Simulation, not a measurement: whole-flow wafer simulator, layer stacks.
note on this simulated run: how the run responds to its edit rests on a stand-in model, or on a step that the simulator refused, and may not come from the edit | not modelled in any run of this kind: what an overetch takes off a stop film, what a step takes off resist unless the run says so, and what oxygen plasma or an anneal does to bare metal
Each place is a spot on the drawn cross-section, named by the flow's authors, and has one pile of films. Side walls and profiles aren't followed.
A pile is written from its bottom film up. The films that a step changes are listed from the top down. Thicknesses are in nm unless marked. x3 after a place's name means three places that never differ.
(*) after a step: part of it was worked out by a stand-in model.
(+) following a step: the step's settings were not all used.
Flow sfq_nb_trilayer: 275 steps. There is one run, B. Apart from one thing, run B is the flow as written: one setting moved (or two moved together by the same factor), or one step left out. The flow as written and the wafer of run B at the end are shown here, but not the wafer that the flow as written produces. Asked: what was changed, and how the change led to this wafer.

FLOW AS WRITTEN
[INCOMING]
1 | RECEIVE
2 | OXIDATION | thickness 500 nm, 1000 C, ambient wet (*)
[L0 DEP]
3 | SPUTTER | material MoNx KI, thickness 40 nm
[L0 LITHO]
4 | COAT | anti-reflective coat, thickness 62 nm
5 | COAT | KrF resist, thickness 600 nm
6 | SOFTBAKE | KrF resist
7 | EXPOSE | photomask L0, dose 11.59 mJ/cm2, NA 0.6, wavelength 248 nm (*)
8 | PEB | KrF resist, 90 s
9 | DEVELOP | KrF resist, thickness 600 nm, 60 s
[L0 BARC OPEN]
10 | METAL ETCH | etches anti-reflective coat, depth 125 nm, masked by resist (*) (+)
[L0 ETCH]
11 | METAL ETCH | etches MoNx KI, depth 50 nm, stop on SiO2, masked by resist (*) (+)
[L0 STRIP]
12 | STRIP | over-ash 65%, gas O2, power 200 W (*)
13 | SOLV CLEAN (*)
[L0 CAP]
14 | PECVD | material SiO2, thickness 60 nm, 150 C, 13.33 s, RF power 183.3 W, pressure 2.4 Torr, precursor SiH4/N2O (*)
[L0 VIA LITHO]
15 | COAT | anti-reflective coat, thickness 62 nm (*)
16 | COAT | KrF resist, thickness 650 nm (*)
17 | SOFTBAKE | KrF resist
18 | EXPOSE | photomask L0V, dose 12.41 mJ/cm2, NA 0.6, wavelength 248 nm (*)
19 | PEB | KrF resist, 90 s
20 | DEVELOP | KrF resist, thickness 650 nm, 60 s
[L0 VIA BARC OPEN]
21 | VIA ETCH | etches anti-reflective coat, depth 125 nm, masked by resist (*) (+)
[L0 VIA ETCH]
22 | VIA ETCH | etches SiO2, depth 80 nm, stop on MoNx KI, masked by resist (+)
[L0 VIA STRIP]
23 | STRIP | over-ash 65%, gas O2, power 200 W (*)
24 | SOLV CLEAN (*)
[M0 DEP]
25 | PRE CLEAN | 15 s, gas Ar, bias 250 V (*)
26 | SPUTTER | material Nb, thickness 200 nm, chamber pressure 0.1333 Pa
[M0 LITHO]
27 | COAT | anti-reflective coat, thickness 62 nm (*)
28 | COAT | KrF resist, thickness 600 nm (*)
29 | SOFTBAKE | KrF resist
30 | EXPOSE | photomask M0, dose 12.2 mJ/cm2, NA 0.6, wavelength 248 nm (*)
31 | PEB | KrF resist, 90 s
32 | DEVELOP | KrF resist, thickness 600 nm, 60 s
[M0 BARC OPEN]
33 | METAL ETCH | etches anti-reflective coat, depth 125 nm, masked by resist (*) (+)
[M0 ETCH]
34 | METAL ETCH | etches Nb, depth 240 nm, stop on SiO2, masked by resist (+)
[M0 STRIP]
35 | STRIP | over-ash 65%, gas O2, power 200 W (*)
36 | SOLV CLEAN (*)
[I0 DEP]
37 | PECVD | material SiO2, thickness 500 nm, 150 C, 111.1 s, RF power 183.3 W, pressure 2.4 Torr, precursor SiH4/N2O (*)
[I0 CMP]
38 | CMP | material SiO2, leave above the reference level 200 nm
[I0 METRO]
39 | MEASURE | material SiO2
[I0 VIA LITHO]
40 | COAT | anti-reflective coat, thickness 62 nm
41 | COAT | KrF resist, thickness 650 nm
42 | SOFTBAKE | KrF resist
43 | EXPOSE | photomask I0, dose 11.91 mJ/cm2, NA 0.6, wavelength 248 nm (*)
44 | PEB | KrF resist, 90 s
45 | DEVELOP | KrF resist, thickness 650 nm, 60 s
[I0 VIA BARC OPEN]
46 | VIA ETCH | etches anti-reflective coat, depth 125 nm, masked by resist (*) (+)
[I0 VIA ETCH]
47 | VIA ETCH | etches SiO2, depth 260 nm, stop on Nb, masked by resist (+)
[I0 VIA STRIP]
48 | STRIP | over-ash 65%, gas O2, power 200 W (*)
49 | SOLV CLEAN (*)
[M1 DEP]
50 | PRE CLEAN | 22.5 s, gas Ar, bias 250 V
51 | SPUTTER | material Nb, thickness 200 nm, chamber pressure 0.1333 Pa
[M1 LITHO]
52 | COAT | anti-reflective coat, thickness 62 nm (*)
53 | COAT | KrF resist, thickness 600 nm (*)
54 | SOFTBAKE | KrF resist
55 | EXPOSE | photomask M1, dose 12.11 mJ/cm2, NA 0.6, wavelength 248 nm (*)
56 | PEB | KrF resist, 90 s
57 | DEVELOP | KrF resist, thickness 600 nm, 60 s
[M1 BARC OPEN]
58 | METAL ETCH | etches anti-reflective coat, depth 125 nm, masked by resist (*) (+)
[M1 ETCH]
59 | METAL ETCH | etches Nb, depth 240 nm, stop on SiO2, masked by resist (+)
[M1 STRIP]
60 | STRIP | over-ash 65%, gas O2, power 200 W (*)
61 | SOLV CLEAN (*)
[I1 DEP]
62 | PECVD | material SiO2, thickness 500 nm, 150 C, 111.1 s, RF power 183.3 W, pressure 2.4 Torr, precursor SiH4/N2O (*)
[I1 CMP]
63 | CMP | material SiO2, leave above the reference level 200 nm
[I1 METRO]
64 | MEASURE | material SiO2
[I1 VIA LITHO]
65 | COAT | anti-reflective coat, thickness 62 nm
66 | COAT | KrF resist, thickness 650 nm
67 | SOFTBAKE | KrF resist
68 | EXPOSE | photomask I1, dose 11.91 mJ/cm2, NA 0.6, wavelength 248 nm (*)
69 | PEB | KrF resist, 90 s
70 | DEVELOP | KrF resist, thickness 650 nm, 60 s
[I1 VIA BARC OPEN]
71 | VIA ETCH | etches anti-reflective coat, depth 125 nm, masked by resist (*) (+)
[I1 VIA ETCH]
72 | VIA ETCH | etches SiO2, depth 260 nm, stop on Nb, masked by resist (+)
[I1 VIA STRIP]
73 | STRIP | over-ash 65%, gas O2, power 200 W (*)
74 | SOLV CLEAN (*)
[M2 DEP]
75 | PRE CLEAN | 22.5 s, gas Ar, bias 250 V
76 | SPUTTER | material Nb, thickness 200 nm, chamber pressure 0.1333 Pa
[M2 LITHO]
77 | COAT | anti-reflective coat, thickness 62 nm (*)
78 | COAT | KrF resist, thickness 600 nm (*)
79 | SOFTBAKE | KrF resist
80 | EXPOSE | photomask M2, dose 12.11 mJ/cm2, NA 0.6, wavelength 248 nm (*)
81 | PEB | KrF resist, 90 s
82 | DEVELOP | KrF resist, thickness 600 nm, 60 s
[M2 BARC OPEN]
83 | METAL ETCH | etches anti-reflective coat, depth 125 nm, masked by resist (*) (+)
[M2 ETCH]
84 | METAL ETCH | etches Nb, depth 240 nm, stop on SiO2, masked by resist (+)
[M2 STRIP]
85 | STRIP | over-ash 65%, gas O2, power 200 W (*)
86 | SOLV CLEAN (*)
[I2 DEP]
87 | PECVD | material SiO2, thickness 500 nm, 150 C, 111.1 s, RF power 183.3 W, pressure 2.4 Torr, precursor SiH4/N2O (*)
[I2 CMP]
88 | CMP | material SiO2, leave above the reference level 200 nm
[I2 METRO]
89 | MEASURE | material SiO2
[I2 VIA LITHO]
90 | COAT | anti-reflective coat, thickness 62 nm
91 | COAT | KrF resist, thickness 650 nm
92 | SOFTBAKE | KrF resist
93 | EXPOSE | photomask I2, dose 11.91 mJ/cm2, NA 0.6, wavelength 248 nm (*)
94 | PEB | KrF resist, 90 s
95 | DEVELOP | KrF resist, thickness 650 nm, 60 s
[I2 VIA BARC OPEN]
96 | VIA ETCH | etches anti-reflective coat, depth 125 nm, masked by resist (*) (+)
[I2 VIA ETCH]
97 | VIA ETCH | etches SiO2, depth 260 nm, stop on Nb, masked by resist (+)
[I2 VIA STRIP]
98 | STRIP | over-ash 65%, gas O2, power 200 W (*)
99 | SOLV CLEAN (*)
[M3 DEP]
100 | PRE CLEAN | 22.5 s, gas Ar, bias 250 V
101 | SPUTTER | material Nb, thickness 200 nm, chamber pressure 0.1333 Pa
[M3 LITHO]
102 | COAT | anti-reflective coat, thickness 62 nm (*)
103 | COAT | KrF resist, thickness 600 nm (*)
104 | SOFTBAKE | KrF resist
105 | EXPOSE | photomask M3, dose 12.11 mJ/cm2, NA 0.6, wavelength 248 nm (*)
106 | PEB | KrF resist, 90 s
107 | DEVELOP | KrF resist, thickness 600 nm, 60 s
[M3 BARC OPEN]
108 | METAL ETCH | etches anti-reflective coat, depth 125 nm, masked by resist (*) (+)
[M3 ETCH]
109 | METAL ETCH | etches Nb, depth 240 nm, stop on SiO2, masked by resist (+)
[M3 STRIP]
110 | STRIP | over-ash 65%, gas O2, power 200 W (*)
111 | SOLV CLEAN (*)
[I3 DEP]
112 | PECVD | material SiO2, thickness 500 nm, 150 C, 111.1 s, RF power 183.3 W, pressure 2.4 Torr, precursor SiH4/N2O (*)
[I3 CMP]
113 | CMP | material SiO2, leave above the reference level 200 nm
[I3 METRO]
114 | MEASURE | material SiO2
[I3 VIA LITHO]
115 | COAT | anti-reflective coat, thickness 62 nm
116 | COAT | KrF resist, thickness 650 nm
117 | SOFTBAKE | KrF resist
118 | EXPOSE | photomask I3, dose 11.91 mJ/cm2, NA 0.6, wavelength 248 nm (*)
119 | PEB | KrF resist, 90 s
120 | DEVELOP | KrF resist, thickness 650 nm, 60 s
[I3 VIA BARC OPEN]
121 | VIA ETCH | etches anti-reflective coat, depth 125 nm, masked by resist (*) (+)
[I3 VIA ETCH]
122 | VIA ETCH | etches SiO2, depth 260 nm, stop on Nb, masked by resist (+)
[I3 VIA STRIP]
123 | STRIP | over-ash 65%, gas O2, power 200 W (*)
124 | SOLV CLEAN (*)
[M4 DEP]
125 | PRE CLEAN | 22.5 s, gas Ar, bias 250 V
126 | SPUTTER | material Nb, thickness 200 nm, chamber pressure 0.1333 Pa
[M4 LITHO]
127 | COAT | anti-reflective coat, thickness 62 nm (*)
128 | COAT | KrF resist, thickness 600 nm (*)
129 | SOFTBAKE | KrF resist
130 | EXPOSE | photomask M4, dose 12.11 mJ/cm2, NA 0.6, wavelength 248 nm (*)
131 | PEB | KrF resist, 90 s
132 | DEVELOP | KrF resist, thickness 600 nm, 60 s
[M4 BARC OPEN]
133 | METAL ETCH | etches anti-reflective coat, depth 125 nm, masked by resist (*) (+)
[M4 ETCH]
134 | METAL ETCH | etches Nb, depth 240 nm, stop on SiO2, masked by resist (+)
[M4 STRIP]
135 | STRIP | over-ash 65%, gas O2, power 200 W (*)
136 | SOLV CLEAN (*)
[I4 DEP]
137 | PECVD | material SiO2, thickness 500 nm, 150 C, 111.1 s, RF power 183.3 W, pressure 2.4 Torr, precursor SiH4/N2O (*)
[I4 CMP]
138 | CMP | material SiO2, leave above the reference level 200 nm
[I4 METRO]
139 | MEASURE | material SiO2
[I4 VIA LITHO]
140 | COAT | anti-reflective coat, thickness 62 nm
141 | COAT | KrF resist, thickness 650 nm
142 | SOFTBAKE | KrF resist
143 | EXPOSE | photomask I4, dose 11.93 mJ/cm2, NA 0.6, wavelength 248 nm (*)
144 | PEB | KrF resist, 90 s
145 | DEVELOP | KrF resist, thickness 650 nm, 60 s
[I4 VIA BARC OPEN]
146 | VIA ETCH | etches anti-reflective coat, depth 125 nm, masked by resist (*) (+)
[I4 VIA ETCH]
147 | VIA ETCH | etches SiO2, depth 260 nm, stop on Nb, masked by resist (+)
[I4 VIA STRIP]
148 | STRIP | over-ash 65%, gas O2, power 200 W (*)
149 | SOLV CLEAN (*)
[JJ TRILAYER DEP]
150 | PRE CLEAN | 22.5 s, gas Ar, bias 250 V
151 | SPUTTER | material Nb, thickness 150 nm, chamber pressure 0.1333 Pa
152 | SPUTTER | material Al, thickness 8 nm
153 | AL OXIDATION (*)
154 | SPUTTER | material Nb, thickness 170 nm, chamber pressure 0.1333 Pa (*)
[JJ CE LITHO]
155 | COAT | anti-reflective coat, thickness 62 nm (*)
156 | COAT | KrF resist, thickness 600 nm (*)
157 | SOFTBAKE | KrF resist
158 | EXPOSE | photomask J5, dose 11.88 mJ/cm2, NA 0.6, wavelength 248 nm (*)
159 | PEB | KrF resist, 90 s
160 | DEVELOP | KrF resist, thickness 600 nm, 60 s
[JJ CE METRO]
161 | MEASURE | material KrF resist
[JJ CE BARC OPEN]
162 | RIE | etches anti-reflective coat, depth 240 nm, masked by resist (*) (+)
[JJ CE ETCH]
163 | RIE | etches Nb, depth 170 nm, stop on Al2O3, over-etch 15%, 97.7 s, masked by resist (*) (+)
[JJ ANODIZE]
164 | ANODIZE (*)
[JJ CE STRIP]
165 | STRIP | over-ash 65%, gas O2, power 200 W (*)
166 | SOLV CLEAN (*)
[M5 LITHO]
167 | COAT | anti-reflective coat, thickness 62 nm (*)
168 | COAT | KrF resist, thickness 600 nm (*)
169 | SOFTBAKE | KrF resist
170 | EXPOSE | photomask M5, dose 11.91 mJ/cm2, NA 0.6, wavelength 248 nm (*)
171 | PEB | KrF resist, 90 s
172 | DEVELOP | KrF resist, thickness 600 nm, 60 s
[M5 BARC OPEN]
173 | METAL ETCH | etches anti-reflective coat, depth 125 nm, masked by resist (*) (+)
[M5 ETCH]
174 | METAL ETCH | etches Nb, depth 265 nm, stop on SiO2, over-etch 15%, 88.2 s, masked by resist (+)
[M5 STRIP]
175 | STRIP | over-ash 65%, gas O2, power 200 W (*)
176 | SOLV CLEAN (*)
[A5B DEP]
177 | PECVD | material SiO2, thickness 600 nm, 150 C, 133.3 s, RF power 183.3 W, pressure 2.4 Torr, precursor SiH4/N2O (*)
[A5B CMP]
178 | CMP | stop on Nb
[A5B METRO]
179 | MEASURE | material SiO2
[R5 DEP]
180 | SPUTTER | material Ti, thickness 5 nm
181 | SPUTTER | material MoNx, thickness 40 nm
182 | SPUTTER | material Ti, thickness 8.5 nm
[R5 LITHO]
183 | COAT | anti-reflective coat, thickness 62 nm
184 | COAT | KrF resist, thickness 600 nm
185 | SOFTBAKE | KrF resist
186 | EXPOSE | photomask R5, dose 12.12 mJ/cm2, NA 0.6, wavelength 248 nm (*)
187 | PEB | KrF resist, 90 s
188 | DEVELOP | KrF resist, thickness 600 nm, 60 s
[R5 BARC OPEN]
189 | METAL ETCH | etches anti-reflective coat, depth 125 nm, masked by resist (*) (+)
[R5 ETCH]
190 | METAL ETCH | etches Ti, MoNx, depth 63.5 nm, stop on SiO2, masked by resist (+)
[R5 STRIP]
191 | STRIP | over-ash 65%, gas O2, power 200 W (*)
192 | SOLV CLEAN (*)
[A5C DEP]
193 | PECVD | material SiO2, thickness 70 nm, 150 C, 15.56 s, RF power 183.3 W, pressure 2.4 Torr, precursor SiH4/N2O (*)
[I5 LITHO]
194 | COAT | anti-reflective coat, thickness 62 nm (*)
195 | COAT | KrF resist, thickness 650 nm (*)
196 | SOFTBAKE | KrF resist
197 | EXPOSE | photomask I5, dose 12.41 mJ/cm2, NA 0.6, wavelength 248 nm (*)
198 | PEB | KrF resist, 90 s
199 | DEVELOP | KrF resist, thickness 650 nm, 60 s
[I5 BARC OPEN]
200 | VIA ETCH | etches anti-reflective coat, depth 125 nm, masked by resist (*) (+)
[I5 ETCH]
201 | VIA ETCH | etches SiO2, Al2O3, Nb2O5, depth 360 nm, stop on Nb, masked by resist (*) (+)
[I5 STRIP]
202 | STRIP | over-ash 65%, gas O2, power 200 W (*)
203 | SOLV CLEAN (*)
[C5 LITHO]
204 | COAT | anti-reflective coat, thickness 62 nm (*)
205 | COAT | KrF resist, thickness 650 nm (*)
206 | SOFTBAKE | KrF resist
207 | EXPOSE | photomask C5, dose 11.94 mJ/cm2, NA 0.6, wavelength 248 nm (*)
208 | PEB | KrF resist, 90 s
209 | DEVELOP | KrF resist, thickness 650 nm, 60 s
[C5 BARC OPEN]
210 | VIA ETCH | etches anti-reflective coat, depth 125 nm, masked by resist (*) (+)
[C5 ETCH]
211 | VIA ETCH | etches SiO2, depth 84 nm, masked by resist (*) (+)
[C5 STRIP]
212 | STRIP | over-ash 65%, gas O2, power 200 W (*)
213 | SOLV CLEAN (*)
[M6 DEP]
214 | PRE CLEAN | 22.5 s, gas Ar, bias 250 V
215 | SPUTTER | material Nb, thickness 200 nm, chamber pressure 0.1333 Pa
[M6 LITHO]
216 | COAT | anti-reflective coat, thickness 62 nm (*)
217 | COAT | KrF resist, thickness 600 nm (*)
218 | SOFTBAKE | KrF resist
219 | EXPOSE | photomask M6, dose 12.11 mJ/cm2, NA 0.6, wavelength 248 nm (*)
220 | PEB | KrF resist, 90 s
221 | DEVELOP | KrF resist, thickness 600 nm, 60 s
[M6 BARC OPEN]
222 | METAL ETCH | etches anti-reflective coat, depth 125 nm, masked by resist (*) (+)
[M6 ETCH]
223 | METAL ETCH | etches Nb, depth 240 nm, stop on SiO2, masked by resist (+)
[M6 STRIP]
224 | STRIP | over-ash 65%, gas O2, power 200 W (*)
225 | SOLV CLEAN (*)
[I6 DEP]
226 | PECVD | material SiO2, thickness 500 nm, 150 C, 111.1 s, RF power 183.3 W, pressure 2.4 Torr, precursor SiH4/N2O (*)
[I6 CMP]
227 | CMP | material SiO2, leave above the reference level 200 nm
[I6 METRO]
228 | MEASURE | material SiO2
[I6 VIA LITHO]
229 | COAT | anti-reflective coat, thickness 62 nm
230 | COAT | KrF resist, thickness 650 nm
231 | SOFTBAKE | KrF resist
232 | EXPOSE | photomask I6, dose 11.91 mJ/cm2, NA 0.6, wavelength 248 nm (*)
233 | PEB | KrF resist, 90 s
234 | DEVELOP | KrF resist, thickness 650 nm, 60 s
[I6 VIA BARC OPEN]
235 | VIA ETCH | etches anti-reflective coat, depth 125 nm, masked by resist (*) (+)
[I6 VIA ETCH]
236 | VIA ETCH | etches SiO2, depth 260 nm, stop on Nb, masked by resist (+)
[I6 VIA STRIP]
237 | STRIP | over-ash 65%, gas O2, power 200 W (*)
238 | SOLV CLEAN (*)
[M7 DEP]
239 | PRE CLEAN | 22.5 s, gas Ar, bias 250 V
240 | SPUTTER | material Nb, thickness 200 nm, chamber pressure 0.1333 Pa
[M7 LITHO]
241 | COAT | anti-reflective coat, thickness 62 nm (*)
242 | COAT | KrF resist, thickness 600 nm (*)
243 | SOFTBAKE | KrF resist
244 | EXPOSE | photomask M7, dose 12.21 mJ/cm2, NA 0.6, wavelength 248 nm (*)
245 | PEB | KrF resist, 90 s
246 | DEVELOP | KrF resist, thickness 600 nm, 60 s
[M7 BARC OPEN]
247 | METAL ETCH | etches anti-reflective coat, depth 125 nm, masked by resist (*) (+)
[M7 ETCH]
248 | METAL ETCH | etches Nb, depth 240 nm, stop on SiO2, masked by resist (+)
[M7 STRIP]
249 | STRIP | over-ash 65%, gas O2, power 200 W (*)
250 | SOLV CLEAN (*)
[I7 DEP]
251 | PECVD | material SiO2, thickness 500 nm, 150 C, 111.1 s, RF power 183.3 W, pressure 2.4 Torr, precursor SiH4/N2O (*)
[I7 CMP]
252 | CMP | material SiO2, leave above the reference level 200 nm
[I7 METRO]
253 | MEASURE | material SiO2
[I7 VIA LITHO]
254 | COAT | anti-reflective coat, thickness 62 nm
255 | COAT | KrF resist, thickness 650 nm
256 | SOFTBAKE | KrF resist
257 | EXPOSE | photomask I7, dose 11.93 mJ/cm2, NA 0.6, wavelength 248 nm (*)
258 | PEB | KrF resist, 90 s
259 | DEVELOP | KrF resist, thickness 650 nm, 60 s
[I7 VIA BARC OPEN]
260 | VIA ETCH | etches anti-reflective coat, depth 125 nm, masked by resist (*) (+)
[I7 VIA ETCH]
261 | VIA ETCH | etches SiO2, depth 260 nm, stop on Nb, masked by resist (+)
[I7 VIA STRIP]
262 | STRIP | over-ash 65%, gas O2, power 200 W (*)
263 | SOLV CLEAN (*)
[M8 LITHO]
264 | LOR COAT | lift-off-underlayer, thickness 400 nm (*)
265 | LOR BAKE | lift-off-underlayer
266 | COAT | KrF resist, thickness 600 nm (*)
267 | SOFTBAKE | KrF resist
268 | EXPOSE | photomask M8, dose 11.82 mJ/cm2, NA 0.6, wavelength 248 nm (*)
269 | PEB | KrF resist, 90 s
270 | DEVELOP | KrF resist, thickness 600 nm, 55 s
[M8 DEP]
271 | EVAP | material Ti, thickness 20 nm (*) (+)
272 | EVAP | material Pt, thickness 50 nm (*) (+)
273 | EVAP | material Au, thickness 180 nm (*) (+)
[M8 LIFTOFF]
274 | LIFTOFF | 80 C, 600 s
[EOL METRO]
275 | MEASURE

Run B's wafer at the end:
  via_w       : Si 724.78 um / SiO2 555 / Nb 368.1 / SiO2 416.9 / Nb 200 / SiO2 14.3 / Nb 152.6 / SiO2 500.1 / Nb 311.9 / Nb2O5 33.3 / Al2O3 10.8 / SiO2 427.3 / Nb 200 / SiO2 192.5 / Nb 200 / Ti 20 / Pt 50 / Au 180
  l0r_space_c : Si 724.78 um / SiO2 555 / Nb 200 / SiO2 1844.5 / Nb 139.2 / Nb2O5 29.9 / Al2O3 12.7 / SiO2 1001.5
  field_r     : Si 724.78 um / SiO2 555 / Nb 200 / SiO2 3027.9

Cause: step 88, CMP: leave above the reference level 282 nm was run, whereas the flow has leave above the reference level 200 nm.

The path from the change to this, step by step:
  88 | CMP | material SiO2, leave above the reference level 200 nm
      field_l, be, be_sur and 81 more: SiO2 loses 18 (as written it would have been: SiO2 loses 100)
      v_sur, via_wl, via_w and 18 more: SiO2 loses 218 (as written it would have been: SiO2 loses 300)
      (and at 1 other place as well)
  97 | VIA ETCH | etches SiO2, depth 260 nm, stop on Nb, masked by resist (+)
      via_w: SiO2 loses 260 (as written it would have been: SiO2 loses 199.8 (all of it))
  100 | PRE CLEAN | 22.5 s, gas Ar, bias 250 V
      via_w: SiO2 loses 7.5 (as written it would have been: Nb loses 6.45)
  101 | SPUTTER | material Nb, thickness 200 nm, chamber pressure 0.1333 Pa
      via_w: Nb gains 152.6 (new film) (as written it would have been: Nb gains 165.5)
  102 | COAT | anti-reflective coat, thickness 62 nm (*)
      via_wl, via_wr: anti-reflective coat gains 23 (new film) (as written it would have been: anti-reflective coat gains 34.2 (new film))
      v_sur: anti-reflective coat gains 55.7 (new film) (as written it would have been: anti-reflective coat gains 61.1 (new film))
      (and at 2 other places as well)
  103 | COAT | KrF resist, thickness 600 nm (*)
      via_w: KrF resist gains 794 (new film) (as written it would have been: KrF resist gains 737.9 (new film))
  110 | STRIP | over-ash 65%, gas O2, power 200 W (*)
      v_sur: KrF resist loses 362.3 (all of it), anti-reflective coat loses 55.7 (all of it) (as written it would have been: KrF resist loses 365.3 (all of it), anti-reflective coat loses 61.1 (all of it))
      via_wl: KrF resist loses 383.9 (all of it), anti-reflective coat loses 23 (all of it) (as written it would have been: KrF resist loses 384.2 (all of it), anti-reflective coat loses 34.2 (all of it))
      (and at 3 other places as well)
  112 | PECVD | material SiO2, thickness 500 nm, 150 C, 111.1 s, RF power 183.3 W, pressure 2.4 Torr, precursor SiH4/N2O (*)
      via_w: SiO2 gains 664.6 (new film) (as written it would have been: SiO2 gains 615 (new film))
  113 | CMP | material SiO2, leave above the reference level 200 nm
      via_w: SiO2 loses 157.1 (as written it would have been: SiO2 loses 181.6)
With metal films that touch counted as one body, via_w has 6 bodies (between them, from the top down: SiO2 192.5; SiO2 427.3 / Al2O3 10.8 / Nb2O5 33.3; SiO2 500.1; SiO2 14.3; SiO2 416.9); the flow as written gives 5 bodies (between them, from the top down: SiO2 192.5; SiO2 427.3 / Al2O3 10.8 / Nb2O5 33.3; SiO2 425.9; SiO2 416.9).
